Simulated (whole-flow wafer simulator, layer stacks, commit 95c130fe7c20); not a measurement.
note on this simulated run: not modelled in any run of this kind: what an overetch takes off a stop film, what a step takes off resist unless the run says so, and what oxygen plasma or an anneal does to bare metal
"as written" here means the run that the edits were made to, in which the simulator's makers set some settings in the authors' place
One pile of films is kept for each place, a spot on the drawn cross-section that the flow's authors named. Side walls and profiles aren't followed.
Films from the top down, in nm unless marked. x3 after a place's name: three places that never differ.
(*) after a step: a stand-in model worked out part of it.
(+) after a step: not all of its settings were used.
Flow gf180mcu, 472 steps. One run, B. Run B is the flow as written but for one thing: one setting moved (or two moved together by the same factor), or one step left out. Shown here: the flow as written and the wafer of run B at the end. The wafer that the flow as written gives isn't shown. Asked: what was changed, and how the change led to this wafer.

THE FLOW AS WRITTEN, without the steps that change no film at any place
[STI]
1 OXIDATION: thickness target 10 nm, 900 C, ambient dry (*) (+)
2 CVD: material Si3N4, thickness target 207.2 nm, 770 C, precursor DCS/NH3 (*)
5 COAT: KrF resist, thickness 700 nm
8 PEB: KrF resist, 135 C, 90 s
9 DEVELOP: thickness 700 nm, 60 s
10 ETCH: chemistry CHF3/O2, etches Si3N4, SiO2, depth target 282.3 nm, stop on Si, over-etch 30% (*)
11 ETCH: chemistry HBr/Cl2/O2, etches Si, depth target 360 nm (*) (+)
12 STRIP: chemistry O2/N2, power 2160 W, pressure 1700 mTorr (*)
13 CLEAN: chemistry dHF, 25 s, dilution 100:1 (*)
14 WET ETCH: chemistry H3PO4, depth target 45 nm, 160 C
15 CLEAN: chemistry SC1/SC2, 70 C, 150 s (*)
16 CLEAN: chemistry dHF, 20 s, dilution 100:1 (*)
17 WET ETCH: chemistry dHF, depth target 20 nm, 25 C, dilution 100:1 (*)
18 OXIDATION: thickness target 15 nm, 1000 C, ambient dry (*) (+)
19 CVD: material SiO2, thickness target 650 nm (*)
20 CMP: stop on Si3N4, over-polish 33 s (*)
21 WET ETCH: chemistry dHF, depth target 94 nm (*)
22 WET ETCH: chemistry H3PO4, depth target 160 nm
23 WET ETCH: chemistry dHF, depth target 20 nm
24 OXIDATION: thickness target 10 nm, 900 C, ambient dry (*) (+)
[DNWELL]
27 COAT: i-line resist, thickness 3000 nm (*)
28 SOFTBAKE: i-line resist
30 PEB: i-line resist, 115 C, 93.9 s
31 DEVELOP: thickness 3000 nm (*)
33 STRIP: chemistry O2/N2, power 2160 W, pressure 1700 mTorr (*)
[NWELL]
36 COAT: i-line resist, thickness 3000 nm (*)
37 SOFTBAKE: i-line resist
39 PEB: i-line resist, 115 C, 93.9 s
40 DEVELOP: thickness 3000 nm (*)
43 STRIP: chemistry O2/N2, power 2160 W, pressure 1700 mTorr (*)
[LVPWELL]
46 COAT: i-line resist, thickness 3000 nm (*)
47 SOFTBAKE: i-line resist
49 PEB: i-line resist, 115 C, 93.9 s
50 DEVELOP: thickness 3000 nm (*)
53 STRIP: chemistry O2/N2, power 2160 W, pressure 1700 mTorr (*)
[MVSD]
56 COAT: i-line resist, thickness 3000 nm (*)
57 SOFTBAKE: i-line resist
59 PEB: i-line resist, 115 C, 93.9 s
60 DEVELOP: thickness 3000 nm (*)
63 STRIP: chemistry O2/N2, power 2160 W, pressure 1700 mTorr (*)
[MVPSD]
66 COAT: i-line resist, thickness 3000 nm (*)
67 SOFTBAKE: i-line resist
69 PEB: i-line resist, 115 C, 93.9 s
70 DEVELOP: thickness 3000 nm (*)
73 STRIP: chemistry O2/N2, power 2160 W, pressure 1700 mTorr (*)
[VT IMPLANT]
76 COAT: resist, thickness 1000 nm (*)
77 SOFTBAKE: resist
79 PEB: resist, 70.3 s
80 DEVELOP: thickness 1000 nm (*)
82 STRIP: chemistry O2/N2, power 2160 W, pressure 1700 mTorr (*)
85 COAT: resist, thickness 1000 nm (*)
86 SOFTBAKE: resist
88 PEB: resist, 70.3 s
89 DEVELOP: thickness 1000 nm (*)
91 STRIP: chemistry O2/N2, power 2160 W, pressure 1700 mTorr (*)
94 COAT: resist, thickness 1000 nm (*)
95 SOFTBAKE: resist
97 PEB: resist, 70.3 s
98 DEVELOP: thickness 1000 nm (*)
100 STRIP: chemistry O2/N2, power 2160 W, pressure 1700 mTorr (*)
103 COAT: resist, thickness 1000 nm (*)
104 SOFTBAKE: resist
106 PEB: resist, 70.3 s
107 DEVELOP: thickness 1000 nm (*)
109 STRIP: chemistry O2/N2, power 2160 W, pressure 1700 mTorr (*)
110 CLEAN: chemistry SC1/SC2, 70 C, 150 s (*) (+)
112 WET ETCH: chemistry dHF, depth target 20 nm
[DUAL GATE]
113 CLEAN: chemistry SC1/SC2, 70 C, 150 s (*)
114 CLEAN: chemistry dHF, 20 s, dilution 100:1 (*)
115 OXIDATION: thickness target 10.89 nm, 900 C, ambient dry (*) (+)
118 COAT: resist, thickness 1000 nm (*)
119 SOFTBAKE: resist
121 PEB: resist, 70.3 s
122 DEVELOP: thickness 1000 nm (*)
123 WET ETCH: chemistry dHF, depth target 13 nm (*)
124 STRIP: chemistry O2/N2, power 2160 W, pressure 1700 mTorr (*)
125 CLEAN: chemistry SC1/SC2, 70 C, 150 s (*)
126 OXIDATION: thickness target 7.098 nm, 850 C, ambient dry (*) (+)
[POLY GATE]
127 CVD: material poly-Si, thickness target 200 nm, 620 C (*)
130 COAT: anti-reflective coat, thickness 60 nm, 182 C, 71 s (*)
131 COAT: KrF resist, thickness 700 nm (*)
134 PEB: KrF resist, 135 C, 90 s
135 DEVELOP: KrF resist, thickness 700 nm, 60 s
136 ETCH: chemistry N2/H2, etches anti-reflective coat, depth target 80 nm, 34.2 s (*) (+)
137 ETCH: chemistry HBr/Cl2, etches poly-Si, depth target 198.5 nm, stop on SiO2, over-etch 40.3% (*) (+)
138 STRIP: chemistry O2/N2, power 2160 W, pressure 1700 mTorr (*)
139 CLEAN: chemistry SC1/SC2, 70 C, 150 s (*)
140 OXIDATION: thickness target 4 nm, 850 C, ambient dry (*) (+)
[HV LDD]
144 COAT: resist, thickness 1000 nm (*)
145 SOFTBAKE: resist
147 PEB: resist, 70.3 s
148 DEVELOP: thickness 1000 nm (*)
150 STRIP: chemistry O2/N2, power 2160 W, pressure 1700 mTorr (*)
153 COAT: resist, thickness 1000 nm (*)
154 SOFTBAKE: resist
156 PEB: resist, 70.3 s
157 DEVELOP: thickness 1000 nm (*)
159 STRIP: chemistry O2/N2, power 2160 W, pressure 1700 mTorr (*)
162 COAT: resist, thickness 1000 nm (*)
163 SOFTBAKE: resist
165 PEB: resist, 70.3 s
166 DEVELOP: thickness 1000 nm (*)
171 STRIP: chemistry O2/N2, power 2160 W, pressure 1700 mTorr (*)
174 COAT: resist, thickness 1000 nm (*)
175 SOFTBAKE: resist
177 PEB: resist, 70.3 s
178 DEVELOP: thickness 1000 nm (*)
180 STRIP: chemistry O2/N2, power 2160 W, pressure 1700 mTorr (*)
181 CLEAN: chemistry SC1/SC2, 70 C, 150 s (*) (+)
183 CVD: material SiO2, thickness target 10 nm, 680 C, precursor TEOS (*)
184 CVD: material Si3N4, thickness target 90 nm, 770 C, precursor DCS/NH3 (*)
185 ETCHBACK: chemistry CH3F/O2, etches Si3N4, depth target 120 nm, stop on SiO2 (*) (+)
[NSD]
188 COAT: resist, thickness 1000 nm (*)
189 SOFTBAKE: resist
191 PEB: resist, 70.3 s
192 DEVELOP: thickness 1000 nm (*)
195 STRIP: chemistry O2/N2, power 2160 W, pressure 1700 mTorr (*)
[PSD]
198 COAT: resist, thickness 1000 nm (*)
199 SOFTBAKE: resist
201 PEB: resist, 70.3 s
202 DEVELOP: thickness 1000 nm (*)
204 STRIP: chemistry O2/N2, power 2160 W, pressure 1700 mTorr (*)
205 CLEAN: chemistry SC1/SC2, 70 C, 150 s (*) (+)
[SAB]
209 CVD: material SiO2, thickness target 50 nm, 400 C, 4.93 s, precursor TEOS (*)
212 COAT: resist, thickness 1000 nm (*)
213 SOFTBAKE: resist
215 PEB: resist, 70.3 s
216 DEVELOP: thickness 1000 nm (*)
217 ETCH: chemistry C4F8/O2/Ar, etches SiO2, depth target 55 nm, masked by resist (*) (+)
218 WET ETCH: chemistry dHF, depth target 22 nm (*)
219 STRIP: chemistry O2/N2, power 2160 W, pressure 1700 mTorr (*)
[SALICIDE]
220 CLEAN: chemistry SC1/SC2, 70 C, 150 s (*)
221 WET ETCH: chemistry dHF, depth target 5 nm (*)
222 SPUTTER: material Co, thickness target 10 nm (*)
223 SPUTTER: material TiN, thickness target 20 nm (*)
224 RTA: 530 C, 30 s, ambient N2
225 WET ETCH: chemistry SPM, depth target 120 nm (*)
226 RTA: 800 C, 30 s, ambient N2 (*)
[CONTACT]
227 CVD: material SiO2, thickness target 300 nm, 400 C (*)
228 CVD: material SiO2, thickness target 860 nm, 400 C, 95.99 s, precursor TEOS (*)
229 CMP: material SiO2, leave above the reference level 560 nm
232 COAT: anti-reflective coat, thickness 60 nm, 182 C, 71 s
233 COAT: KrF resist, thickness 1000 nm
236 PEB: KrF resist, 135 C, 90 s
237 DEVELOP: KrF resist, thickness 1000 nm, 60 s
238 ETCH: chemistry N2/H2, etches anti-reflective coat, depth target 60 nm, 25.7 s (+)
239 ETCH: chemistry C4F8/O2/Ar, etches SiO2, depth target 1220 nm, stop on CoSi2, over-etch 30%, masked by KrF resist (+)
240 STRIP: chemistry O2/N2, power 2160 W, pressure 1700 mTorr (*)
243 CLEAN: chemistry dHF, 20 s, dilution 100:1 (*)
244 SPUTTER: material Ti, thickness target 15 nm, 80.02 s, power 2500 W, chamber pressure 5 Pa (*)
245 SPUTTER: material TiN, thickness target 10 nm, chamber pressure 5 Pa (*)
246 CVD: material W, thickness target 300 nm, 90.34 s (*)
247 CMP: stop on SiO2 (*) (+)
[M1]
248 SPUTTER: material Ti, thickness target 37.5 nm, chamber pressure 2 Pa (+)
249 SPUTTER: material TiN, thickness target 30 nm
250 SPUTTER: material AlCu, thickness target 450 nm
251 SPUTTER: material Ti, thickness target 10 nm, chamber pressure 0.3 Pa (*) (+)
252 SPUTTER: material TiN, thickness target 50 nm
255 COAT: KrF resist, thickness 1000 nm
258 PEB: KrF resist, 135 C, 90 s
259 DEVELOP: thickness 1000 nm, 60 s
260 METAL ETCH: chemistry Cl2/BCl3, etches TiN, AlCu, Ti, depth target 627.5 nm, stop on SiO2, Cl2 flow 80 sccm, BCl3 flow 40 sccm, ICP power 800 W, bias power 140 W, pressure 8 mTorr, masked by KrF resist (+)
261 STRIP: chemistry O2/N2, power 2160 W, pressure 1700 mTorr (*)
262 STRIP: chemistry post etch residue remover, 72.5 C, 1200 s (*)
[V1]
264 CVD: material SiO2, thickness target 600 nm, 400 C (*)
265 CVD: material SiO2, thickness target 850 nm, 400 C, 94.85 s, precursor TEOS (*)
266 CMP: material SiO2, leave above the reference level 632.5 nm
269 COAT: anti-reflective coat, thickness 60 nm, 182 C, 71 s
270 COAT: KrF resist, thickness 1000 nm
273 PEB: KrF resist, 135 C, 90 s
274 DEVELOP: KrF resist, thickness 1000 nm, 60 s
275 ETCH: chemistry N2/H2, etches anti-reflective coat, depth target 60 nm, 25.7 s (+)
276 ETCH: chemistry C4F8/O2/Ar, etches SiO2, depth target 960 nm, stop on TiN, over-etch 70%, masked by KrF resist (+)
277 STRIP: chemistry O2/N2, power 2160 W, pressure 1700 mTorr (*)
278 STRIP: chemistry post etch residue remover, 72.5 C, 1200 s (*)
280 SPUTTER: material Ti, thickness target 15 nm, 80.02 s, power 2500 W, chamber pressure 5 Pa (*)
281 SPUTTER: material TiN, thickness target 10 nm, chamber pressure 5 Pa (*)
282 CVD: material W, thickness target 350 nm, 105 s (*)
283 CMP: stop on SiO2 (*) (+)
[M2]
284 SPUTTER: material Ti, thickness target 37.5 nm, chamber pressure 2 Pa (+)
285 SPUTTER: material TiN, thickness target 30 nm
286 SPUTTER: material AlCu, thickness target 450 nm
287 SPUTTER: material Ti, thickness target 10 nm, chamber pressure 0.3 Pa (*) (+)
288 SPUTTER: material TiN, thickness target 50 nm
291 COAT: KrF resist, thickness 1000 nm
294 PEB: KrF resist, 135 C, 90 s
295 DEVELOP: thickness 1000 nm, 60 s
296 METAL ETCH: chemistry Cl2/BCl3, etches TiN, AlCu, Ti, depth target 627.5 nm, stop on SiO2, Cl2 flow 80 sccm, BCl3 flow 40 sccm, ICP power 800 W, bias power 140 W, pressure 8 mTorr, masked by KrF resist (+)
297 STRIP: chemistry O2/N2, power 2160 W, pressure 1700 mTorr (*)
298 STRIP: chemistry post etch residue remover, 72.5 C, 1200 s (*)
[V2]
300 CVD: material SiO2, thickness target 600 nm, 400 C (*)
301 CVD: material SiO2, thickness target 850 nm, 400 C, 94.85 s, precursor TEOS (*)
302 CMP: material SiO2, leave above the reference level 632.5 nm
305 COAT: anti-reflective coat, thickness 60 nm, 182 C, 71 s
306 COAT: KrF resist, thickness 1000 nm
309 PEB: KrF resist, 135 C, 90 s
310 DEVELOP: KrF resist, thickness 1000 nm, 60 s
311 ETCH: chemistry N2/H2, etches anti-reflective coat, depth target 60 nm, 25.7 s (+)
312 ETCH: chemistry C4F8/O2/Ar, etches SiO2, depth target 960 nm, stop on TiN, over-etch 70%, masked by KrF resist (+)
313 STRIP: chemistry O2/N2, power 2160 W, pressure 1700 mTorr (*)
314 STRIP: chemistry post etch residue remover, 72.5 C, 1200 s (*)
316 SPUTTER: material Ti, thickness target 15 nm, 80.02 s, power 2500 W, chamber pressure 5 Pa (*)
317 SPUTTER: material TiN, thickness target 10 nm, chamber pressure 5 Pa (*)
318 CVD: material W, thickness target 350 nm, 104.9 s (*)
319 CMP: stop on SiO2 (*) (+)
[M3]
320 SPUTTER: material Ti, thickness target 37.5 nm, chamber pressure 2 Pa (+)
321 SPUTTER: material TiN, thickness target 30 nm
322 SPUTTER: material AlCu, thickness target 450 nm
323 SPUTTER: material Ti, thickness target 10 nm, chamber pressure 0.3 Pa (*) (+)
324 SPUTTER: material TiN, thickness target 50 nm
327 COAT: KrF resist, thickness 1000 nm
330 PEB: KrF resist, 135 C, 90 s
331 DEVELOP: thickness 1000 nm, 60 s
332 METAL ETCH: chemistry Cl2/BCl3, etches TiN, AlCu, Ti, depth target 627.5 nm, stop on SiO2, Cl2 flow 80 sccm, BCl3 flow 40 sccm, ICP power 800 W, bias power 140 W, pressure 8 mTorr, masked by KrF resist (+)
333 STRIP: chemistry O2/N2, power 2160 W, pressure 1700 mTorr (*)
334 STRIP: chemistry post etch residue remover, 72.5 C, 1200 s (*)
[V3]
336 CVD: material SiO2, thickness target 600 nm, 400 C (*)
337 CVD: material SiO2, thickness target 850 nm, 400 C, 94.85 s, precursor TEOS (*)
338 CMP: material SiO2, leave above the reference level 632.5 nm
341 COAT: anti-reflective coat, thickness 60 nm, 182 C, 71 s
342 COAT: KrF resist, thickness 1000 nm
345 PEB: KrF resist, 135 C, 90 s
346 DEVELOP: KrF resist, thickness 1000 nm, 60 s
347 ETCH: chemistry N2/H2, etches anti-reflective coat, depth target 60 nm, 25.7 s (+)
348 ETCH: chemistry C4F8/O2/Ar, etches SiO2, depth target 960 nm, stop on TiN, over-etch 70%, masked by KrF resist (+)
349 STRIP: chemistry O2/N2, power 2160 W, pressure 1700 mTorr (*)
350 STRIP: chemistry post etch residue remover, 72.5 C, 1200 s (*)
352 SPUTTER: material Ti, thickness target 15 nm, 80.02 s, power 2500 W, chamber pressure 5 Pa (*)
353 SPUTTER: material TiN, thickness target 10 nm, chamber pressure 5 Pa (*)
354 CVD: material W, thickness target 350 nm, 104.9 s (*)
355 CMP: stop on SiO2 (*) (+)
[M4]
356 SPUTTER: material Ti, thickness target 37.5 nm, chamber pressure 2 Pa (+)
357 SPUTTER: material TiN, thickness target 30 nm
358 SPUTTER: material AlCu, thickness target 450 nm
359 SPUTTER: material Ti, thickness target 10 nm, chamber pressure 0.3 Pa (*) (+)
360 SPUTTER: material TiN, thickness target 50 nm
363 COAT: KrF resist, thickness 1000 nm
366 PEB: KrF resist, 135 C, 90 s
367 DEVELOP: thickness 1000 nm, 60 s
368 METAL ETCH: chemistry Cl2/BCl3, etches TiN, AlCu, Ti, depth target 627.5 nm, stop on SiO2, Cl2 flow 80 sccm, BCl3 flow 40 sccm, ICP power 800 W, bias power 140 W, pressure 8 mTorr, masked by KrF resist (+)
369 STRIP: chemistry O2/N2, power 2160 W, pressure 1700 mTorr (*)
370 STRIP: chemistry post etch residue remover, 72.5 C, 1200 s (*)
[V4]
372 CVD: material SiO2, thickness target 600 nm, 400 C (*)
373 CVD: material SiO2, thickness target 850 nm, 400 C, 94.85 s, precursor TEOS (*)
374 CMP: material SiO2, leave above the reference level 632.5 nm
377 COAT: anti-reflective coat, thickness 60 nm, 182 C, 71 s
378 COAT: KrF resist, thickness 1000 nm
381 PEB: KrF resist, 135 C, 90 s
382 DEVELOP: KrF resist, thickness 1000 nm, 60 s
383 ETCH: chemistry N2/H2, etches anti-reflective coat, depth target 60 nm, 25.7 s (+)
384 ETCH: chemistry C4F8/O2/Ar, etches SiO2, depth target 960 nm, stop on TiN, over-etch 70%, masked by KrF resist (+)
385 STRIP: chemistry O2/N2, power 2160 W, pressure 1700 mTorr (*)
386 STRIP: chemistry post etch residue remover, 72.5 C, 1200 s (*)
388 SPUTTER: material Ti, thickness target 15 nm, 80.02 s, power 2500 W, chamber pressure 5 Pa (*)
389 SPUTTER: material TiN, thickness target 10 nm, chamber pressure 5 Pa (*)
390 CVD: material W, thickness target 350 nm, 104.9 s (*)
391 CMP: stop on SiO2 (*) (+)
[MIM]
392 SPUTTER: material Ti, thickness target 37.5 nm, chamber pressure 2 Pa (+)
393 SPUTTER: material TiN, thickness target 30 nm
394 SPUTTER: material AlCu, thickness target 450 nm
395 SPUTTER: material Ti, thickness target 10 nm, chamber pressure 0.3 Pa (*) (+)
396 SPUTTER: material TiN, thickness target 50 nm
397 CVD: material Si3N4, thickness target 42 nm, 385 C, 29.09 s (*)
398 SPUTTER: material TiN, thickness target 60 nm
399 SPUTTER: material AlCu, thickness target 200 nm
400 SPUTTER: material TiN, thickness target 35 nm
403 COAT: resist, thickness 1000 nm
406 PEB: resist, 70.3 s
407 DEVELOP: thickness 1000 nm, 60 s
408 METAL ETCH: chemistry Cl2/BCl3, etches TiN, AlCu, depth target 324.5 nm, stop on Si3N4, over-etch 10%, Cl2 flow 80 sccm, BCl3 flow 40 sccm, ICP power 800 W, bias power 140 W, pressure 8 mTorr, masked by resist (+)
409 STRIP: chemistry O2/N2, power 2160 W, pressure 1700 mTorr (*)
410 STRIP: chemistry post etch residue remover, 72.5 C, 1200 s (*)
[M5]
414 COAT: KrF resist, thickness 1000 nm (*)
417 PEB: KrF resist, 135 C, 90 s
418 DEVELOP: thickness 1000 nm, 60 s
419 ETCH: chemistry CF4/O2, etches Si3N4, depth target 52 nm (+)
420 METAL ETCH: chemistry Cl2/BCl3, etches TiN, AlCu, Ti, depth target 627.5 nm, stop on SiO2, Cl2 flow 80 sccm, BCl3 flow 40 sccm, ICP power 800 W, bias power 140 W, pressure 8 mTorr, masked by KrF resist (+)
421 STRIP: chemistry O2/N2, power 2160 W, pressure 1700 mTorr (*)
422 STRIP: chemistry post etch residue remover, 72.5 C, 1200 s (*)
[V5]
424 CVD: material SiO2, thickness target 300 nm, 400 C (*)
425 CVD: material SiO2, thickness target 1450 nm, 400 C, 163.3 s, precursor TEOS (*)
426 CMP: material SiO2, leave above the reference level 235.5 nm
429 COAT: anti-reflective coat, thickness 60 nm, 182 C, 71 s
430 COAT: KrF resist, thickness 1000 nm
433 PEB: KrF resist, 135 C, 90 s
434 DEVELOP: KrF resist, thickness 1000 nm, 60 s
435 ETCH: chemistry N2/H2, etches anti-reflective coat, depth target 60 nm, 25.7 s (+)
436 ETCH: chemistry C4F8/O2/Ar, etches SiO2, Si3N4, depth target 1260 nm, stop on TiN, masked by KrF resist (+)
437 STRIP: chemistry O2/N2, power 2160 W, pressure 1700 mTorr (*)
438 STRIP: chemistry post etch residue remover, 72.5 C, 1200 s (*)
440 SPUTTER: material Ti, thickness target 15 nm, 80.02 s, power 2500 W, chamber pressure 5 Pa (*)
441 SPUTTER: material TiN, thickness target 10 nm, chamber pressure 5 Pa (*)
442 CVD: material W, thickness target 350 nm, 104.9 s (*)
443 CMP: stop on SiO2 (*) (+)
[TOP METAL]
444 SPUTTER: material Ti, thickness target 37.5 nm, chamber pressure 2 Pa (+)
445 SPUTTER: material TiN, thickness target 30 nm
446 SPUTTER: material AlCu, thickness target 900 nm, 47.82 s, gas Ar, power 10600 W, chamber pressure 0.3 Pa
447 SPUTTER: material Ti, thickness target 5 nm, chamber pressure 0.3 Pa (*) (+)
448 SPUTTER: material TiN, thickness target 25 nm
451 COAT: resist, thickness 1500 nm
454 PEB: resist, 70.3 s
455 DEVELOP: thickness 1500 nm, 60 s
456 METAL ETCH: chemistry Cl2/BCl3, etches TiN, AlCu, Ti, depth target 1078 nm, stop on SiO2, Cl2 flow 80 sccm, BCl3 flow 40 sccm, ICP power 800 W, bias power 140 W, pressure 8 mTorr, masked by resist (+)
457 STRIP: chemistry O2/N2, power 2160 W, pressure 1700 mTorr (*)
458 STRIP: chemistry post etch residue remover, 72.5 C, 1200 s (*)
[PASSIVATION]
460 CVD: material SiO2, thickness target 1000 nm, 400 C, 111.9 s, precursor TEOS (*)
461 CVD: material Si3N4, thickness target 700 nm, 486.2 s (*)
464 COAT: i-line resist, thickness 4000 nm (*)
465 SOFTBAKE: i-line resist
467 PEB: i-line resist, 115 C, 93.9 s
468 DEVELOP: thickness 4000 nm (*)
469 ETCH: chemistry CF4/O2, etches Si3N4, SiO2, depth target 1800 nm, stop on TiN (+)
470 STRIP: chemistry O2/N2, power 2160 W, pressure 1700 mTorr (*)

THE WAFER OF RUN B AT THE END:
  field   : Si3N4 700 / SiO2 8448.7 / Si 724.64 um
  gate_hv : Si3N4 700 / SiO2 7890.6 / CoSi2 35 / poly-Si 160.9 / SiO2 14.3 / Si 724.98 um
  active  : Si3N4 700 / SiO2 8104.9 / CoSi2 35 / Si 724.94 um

The cause: step 338, CMP: leave above the reference level 853.9 nm was run, where the flow has leave above the reference level 632.5 nm.

How the change led to this, step by step:
  338 CMP: material SiO2, leave above the reference level 632.5 nm
      field, field__w1, field__w2 and 103 more: SiO2 -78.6 (as written it would be: SiO2 -300)
      field__w8, contact, m1, m1__w1, m1_nw: SiO2 -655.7 (as written it would be: SiO2 -877.1)
  348 ETCH: chemistry C4F8/O2/Ar, etches SiO2, depth target 960 nm, stop on TiN, over-etch 70%, masked by KrF resist (+)
      contact: SiO2 -793.9 (all of it) (as written it would be: SiO2 -572.5 (all of it))
  352 SPUTTER: material Ti, thickness target 15 nm, 80.02 s, power 2500 W, chamber pressure 5 Pa (*)
      contact: Ti +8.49 (new film) (as written it would be: Ti +9.65 (new film))
  353 SPUTTER: material TiN, thickness target 10 nm, chamber pressure 5 Pa (*)
      contact: TiN +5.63 (new film) (as written it would be: TiN +6.4 (new film))
  354 CVD: material W, thickness target 350 nm, 104.9 s (*)
      contact: W +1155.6 (new film) (as written it would be: W +932.3 (new film))
